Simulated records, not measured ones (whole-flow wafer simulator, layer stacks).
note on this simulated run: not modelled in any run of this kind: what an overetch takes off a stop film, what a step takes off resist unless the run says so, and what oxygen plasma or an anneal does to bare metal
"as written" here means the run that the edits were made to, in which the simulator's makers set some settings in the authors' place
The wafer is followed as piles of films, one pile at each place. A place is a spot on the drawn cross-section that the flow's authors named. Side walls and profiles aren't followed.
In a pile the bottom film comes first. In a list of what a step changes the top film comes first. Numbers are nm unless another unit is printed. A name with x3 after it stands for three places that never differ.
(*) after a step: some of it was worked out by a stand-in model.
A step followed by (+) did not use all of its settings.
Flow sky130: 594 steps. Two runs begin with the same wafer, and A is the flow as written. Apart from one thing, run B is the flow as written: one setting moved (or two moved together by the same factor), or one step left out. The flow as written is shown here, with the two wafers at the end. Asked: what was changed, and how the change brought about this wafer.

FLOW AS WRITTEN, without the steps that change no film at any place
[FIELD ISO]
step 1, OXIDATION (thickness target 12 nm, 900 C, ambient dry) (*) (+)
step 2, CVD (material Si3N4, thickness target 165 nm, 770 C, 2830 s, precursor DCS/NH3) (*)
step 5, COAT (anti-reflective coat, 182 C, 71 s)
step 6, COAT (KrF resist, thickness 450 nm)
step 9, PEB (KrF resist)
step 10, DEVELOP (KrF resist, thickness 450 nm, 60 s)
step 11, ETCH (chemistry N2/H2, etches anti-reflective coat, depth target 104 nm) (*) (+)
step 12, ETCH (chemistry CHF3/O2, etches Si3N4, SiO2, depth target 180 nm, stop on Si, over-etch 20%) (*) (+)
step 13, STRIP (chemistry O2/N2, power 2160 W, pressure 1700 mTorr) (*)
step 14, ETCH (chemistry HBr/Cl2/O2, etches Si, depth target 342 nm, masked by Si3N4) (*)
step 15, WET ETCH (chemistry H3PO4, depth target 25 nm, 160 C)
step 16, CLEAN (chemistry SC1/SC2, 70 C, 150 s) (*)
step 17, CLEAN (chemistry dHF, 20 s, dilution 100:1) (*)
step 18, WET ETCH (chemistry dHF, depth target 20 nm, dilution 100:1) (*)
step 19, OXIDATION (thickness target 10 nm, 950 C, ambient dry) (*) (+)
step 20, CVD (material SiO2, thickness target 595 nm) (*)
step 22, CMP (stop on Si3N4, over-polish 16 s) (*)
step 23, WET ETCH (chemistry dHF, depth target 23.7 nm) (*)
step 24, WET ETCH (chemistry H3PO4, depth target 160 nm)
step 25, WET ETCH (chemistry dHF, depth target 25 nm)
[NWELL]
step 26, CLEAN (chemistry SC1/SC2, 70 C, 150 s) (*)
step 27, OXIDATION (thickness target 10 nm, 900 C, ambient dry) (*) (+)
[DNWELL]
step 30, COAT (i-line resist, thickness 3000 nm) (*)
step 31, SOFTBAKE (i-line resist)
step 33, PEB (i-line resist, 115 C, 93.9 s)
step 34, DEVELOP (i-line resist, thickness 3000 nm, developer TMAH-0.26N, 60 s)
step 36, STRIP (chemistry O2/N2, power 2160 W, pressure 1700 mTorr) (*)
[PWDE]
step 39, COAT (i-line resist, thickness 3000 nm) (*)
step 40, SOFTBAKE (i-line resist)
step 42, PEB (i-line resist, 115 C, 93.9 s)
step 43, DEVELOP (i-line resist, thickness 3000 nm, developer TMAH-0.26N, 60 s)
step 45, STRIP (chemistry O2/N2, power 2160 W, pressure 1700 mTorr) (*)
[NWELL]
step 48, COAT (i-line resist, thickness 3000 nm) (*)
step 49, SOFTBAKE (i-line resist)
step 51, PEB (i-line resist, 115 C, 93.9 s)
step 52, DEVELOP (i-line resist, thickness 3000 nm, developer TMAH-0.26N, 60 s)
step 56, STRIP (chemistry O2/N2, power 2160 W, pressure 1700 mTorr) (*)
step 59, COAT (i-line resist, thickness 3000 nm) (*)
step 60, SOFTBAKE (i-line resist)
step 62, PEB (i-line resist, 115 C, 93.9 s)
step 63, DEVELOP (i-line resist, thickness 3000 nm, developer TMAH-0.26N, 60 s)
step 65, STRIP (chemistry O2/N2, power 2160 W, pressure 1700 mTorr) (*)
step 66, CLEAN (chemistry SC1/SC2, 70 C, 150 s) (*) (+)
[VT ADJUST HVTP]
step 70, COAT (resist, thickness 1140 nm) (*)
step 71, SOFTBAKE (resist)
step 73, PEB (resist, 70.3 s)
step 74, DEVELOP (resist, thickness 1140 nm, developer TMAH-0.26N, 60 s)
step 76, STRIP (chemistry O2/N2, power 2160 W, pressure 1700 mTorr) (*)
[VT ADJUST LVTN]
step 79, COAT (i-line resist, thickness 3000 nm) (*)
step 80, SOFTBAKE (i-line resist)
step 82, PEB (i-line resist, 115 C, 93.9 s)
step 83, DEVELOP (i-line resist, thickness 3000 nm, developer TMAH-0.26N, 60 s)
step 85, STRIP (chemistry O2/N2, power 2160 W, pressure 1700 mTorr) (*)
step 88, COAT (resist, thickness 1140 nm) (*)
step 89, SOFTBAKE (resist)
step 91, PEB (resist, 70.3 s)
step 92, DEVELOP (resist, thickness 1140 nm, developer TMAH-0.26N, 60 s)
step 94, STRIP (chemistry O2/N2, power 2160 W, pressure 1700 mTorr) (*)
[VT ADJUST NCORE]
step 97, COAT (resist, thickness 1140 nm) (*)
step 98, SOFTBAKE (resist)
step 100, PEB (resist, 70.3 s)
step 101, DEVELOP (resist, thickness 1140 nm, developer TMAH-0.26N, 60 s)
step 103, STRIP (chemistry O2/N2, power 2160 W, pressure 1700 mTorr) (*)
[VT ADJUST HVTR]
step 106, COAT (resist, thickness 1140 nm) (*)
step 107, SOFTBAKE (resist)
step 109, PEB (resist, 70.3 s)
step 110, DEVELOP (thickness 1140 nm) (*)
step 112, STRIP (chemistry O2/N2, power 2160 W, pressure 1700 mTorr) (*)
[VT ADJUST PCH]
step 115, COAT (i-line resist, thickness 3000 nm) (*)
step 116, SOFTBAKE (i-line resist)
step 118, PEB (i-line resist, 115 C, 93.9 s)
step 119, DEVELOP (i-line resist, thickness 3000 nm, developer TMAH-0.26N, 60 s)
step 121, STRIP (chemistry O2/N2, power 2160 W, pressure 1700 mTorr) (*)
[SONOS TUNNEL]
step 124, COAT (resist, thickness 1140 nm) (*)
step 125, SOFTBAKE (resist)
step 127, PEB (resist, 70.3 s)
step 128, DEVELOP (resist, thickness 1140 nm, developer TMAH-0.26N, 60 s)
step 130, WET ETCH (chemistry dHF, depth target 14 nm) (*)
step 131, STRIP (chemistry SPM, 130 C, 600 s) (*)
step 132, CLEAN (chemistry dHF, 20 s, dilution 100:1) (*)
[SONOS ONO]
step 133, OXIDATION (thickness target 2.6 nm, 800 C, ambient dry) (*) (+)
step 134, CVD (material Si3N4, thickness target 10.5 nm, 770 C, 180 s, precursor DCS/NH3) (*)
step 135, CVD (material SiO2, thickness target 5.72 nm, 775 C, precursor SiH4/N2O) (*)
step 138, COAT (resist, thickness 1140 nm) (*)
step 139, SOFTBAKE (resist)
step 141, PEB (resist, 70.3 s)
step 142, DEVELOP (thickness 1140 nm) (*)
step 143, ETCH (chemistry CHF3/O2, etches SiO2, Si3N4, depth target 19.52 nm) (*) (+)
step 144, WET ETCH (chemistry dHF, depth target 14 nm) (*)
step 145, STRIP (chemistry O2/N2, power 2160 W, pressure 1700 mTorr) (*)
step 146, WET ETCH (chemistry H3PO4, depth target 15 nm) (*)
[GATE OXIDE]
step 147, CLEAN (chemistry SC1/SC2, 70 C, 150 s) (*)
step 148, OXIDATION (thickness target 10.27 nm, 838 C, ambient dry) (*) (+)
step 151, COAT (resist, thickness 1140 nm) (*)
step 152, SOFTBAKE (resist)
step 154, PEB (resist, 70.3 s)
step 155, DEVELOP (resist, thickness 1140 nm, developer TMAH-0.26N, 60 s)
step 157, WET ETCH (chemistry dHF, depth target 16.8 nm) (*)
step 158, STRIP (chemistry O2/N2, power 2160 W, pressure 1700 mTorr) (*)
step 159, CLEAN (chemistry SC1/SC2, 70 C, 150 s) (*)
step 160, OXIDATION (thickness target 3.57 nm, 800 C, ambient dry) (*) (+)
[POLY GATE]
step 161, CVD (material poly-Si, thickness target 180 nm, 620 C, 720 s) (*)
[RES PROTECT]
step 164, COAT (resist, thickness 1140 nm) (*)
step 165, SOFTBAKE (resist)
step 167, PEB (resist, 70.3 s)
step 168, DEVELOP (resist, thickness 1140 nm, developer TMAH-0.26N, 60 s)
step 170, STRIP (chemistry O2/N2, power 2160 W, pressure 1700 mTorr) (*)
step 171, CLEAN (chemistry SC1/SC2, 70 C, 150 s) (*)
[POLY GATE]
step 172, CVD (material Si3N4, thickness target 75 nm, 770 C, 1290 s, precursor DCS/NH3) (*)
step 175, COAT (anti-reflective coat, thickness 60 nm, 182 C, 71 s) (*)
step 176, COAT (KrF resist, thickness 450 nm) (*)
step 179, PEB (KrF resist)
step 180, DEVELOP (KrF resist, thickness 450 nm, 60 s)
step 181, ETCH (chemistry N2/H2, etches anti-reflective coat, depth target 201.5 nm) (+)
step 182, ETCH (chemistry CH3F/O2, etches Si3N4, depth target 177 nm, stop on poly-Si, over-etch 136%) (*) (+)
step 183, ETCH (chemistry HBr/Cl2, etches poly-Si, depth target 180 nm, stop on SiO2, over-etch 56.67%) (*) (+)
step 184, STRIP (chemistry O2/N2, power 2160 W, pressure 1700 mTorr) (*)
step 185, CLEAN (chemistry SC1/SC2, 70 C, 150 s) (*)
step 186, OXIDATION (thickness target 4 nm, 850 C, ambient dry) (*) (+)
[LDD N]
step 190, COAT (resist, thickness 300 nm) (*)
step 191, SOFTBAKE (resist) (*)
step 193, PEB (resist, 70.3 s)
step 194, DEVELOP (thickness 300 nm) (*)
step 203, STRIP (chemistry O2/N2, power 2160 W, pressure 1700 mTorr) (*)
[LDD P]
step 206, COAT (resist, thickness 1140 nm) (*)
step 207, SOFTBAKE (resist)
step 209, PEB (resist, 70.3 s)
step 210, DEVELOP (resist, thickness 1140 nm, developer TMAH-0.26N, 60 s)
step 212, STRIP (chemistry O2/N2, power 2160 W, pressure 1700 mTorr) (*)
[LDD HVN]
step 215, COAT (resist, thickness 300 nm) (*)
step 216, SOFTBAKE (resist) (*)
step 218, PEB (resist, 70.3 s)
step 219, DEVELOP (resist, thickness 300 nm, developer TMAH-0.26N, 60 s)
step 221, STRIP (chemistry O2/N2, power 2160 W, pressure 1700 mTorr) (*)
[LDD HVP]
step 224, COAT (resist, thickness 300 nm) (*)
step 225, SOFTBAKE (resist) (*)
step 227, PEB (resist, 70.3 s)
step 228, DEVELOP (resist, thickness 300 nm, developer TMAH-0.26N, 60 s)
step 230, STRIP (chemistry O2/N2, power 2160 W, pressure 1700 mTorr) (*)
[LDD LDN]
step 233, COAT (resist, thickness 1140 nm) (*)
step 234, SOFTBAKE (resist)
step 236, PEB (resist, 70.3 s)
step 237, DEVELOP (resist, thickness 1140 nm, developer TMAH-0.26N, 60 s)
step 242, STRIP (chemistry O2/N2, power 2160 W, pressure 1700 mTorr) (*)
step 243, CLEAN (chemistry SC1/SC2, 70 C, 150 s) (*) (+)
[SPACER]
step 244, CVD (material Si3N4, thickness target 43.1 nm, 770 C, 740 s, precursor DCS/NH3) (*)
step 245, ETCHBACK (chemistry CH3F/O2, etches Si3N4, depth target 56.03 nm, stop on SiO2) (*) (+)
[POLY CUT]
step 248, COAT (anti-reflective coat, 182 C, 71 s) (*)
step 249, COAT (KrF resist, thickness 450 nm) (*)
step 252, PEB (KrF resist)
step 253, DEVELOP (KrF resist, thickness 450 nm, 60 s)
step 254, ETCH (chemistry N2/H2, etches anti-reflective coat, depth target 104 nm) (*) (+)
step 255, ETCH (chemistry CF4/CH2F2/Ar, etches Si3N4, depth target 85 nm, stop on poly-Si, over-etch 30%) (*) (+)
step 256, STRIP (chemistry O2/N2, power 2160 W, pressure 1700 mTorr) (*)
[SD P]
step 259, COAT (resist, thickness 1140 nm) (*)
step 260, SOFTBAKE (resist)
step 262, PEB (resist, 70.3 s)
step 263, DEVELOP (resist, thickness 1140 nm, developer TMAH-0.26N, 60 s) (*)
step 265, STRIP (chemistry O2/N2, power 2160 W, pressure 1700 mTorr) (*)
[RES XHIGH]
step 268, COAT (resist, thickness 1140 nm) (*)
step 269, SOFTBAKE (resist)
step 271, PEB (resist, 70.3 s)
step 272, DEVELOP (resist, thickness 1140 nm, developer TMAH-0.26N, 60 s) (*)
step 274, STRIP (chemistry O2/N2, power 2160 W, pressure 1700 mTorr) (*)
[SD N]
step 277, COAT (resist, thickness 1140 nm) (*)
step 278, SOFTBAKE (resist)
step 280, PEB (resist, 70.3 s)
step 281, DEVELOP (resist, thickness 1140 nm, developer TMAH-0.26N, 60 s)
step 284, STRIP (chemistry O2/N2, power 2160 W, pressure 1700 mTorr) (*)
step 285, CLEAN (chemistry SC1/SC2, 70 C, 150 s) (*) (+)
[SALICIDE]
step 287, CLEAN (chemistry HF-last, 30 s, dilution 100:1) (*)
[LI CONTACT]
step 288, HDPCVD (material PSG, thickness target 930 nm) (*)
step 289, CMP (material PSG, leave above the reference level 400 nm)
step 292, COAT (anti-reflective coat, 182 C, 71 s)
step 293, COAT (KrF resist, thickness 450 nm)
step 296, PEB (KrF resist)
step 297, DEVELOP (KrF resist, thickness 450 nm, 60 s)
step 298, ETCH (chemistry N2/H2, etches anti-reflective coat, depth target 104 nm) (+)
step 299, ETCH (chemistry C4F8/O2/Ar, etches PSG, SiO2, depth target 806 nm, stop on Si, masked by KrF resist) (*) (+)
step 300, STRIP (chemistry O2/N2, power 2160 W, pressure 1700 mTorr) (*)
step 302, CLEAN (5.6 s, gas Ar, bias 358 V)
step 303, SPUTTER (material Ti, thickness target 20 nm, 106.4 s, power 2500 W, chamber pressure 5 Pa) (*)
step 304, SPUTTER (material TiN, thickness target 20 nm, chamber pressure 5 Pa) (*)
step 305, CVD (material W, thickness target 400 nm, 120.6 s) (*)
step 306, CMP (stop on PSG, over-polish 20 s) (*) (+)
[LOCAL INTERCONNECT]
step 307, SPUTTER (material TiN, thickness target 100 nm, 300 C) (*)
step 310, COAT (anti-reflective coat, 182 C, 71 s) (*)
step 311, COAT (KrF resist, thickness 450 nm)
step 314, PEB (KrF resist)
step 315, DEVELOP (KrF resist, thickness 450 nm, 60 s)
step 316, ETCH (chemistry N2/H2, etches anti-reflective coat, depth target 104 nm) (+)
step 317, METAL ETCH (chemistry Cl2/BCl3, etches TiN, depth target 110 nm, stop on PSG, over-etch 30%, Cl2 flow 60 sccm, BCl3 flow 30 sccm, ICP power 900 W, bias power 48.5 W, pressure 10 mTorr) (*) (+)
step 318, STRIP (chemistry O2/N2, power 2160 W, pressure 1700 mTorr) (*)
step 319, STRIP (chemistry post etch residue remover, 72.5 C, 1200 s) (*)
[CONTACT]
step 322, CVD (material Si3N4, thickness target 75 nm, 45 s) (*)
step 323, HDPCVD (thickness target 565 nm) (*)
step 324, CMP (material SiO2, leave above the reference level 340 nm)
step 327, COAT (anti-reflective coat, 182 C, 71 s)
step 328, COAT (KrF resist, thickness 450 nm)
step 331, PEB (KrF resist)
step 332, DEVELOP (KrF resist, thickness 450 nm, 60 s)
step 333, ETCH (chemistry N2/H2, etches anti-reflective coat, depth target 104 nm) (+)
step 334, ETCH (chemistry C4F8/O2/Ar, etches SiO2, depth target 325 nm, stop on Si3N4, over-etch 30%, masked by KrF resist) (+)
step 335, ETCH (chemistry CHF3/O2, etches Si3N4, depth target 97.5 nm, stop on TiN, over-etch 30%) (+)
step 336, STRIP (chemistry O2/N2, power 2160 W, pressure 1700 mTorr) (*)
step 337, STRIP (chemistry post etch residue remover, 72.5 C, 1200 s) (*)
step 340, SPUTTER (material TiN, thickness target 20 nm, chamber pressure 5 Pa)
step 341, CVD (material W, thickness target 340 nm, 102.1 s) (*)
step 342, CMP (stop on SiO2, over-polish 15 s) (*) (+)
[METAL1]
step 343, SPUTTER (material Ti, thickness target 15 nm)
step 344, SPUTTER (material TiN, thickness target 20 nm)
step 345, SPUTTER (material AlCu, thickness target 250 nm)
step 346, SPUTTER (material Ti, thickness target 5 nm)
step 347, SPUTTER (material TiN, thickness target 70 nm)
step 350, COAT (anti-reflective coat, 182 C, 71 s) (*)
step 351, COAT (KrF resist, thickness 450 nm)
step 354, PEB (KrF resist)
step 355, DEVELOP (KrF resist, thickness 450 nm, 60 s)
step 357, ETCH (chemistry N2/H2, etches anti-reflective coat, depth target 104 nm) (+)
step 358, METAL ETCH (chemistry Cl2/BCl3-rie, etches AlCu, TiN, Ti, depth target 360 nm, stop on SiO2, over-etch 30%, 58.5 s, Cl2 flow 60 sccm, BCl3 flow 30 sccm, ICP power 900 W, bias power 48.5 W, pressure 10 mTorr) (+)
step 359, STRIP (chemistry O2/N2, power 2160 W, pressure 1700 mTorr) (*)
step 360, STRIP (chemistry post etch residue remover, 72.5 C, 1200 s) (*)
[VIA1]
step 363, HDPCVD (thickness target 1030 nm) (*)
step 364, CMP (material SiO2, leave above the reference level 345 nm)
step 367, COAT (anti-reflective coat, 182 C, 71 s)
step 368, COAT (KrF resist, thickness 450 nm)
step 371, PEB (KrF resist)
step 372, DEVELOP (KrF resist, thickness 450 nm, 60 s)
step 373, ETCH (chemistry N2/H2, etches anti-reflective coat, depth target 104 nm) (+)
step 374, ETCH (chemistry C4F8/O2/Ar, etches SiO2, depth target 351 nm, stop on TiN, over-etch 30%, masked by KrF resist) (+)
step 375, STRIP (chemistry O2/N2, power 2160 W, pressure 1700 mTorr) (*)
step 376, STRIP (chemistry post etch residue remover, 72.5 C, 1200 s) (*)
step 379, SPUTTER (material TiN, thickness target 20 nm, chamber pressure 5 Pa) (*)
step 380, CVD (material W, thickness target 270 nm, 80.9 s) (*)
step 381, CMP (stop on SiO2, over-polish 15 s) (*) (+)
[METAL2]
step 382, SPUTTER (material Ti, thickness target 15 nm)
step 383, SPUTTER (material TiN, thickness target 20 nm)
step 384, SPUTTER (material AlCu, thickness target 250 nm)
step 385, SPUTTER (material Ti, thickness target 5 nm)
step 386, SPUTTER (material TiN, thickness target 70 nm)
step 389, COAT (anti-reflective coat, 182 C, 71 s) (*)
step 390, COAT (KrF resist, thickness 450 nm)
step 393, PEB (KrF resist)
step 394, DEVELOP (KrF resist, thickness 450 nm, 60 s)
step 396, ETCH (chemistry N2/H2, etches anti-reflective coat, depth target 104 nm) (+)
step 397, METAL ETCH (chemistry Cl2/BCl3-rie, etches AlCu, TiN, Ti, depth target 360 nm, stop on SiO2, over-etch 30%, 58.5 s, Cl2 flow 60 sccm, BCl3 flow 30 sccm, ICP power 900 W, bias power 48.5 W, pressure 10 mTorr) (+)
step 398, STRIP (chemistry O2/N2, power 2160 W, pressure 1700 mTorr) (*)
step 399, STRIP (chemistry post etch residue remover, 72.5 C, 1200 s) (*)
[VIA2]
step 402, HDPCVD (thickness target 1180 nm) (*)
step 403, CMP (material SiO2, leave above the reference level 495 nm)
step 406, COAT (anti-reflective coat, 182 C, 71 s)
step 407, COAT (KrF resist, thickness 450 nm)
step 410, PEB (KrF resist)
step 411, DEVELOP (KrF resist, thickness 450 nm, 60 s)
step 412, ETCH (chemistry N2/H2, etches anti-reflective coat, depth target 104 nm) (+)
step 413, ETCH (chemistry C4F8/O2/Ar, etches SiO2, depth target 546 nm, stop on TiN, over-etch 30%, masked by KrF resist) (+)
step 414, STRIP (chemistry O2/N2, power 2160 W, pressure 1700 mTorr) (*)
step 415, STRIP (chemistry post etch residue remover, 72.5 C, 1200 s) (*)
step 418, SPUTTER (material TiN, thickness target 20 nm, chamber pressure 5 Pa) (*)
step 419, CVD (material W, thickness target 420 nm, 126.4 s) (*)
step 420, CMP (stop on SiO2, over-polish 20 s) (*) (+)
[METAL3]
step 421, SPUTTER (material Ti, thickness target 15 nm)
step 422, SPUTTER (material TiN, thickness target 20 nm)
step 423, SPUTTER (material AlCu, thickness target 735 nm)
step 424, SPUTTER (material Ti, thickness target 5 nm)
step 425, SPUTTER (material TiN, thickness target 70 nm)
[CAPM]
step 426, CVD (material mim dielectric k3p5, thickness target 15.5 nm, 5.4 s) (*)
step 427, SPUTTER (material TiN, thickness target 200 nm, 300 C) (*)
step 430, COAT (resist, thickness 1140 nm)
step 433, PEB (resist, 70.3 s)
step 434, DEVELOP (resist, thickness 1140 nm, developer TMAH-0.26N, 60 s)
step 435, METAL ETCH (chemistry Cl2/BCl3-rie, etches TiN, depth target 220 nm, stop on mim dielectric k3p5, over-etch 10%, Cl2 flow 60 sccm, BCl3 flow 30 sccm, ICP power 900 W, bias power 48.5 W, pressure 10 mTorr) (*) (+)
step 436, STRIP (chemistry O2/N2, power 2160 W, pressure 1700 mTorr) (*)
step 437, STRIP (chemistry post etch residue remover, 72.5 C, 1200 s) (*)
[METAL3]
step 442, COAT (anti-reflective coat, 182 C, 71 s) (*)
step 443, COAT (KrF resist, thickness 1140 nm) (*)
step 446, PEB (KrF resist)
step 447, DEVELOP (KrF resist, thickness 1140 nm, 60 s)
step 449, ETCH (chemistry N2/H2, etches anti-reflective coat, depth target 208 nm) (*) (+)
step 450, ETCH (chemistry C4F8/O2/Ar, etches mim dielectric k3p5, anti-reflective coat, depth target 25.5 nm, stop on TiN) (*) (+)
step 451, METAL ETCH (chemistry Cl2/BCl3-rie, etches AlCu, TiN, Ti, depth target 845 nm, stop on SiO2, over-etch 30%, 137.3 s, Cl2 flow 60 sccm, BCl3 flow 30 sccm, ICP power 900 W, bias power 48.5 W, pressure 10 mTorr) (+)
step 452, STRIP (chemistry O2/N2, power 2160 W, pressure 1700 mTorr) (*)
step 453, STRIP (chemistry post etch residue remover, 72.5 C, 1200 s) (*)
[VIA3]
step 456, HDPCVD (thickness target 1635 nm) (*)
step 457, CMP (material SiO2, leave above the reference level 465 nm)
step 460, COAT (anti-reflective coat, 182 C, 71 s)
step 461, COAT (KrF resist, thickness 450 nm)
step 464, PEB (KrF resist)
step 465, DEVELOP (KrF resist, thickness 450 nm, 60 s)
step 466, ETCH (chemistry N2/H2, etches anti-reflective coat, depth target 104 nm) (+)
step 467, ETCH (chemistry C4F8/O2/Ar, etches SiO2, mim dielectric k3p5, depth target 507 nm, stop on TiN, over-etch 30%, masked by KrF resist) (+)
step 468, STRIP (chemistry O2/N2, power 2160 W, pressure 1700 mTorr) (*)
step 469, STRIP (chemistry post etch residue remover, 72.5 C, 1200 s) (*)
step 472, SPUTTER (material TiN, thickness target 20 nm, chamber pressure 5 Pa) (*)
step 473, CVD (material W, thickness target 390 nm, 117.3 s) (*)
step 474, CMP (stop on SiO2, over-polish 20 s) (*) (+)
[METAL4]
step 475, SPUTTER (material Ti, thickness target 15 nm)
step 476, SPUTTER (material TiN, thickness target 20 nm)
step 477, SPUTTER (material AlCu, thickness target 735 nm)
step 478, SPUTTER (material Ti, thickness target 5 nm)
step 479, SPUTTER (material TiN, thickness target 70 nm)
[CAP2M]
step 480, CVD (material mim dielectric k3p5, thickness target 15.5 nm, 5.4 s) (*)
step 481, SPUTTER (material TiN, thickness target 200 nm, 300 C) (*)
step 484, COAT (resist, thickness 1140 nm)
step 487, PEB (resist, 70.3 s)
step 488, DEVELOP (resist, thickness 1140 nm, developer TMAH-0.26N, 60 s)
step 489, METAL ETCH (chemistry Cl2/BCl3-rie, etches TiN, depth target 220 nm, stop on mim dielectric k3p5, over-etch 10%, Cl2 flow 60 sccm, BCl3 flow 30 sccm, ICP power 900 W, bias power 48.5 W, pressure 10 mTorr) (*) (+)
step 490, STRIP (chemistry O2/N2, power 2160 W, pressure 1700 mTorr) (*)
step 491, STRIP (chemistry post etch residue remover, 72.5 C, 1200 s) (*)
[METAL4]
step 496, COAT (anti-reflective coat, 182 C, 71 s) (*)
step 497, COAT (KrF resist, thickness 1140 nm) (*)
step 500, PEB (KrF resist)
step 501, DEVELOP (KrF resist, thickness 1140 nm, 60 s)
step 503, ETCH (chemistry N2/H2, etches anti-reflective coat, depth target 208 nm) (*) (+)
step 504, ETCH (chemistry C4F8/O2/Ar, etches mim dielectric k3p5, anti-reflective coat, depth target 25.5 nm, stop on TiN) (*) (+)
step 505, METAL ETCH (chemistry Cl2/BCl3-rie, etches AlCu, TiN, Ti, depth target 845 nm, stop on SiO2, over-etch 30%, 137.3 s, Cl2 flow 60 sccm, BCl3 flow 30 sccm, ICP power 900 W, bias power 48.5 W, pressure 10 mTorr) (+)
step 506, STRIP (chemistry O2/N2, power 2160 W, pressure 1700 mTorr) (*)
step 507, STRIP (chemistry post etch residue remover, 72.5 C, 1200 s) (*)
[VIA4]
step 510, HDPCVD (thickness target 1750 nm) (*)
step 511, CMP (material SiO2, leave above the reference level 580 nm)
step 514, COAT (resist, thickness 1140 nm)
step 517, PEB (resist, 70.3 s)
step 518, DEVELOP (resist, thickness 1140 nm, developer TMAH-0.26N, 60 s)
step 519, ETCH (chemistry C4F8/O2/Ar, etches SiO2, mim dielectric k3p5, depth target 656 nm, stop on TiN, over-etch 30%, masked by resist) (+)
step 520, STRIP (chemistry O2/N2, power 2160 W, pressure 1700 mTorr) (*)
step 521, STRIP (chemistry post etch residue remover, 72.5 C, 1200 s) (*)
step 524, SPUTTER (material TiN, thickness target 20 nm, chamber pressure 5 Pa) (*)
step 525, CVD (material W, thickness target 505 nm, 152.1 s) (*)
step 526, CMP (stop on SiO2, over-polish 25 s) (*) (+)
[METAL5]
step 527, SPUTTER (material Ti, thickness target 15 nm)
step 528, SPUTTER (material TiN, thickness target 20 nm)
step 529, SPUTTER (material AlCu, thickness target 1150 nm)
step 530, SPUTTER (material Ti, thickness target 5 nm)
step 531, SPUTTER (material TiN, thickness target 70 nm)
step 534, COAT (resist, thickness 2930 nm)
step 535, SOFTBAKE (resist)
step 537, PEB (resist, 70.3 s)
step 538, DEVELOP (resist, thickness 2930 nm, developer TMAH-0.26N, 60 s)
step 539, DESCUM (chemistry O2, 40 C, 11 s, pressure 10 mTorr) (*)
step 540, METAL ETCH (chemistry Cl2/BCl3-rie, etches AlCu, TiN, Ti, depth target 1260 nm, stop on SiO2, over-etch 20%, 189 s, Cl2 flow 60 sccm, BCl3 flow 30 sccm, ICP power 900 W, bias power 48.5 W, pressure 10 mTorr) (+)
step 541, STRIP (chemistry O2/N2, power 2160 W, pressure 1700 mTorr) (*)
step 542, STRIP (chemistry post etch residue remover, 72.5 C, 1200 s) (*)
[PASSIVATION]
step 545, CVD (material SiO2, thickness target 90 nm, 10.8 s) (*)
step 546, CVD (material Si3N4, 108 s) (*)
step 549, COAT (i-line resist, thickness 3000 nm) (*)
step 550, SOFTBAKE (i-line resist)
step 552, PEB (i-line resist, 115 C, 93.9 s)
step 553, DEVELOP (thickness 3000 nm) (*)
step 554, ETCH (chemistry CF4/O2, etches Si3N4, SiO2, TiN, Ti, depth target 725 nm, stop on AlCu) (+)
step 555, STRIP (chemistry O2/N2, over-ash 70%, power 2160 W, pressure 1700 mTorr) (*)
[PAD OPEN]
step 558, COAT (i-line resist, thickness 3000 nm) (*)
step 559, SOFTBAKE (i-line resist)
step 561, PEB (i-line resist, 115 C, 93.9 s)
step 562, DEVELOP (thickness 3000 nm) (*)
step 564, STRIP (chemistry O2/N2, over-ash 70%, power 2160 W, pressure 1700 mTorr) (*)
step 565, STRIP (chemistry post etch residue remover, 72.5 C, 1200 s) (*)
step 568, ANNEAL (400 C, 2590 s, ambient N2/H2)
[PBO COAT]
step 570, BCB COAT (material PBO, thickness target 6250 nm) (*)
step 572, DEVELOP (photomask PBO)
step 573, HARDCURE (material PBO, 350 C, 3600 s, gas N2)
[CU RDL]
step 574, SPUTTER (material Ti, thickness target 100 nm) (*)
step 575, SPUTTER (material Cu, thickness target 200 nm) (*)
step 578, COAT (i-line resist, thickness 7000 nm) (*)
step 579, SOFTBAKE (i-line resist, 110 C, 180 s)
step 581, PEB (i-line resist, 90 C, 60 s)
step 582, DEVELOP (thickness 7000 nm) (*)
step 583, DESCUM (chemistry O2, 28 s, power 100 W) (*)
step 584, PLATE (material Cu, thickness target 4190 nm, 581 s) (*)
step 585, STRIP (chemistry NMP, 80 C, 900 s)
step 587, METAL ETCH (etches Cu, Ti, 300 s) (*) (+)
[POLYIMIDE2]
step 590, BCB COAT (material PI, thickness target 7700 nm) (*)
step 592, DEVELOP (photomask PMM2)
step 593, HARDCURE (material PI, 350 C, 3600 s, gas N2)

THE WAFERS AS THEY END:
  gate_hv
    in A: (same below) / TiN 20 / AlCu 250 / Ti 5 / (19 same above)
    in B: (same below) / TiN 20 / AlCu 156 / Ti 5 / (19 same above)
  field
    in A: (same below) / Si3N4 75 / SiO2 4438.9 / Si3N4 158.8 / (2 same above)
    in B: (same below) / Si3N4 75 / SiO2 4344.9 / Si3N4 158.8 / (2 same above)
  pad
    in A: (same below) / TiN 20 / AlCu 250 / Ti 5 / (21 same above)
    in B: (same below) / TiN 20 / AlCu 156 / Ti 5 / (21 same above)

Cause: step 384, SPUTTER: thickness target 156 nm was run, though the flow has thickness target 250 nm.
The wafer lets one read it off: gate_hv has AlCu 156, and step 384 as written asks for 250 nm.

Step by step, how the change led to this:
  step 384, SPUTTER (material AlCu, thickness target 250 nm)
      field, active, n_well and 188 more: A AlCu gains 250 (new film) | B AlCu gains 156 (new film)
  step 397, METAL ETCH (chemistry Cl2/BCl3-rie, etches AlCu, TiN, Ti, depth target 360 nm, stop on SiO2, over-etch 30%, 58.5 s, Cl2 flow 60 sccm, BCl3 flow 30 sccm, ICP power 900 W, bias power 48.5 W, pressure 10 mTorr) (+)
      field, active, gate and 82 more: A TiN loses 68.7 (all of it), Ti loses 5 (all of it), AlCu loses 250 (all of it), TiN loses 20 (all of it), Ti loses 15 (all of it), SiO2 loses 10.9 | B TiN loses 68.7 (all of it), Ti loses 5 (all of it), AlCu loses 156 (all of it), TiN loses 20 (all of it), Ti loses 15 (all of it), SiO2 loses 20.3
  step 403, CMP (material SiO2, leave above the reference level 495 nm)
      field, active, gate and 82 more: A SiO2 loses 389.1 | B SiO2 loses 473.7
